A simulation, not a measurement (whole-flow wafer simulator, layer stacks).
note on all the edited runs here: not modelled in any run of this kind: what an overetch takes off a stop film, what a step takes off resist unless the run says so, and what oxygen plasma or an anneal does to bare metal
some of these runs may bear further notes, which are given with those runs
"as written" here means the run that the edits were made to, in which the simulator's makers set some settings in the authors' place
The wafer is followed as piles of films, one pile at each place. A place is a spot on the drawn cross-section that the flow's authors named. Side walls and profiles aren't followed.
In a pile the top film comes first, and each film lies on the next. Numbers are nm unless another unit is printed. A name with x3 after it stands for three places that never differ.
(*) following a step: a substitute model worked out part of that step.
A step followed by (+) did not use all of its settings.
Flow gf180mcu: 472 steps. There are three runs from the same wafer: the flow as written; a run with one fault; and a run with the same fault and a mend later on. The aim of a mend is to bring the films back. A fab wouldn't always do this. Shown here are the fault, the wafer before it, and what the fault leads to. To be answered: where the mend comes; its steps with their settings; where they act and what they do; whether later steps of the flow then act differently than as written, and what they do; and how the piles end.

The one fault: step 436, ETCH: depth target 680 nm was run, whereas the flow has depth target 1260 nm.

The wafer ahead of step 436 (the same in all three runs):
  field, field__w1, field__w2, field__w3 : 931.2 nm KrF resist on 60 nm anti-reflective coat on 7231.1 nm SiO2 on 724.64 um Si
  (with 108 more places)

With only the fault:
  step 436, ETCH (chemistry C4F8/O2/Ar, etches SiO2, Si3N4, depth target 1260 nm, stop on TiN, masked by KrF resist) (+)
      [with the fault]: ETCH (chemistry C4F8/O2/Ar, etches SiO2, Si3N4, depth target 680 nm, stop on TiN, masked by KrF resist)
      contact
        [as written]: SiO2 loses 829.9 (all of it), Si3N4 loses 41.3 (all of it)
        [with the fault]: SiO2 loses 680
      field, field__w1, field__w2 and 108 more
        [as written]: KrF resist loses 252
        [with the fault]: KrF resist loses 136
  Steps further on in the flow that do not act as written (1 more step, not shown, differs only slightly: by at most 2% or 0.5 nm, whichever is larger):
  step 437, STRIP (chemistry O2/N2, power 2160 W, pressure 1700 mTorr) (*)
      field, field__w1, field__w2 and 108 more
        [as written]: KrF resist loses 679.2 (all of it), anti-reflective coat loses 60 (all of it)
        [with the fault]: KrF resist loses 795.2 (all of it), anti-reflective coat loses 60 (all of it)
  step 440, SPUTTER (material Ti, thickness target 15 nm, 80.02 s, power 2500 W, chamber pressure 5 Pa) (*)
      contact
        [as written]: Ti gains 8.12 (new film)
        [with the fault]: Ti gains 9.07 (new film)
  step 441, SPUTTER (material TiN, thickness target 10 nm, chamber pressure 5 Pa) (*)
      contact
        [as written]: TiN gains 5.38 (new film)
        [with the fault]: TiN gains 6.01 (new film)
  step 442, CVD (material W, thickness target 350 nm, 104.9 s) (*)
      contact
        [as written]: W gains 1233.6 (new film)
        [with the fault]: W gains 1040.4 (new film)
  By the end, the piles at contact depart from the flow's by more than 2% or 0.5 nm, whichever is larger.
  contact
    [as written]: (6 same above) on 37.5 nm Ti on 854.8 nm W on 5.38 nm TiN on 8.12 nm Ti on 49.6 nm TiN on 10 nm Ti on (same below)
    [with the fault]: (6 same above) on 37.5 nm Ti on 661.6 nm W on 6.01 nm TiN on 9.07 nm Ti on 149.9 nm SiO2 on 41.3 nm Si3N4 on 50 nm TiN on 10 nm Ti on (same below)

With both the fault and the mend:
  The mend stands after step 436.
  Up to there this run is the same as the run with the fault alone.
  step 436a, ETCH (chemistry C4F8/O2/Ar, etches SiO2, Si3N4, depth target 580 nm, stop on TiN, masked by KrF resist) (+) (a further turn of the flow's step 436, with different settings)
      field, field__w1, field__w2 and 108 more
        KrF resist loses 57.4
      contact
        SiO2 loses 149.9 (all of it), Si3N4 loses 41.3 (all of it)
  Steps further on in the flow that do not act as written:
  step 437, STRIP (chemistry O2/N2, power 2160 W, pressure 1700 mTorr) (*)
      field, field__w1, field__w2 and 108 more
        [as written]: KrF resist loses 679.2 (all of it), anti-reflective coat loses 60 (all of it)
        [with the mend]: KrF resist loses 737.8 (all of it), anti-reflective coat loses 60 (all of it)
  The piles end the same as the flow's at every place that both follow.
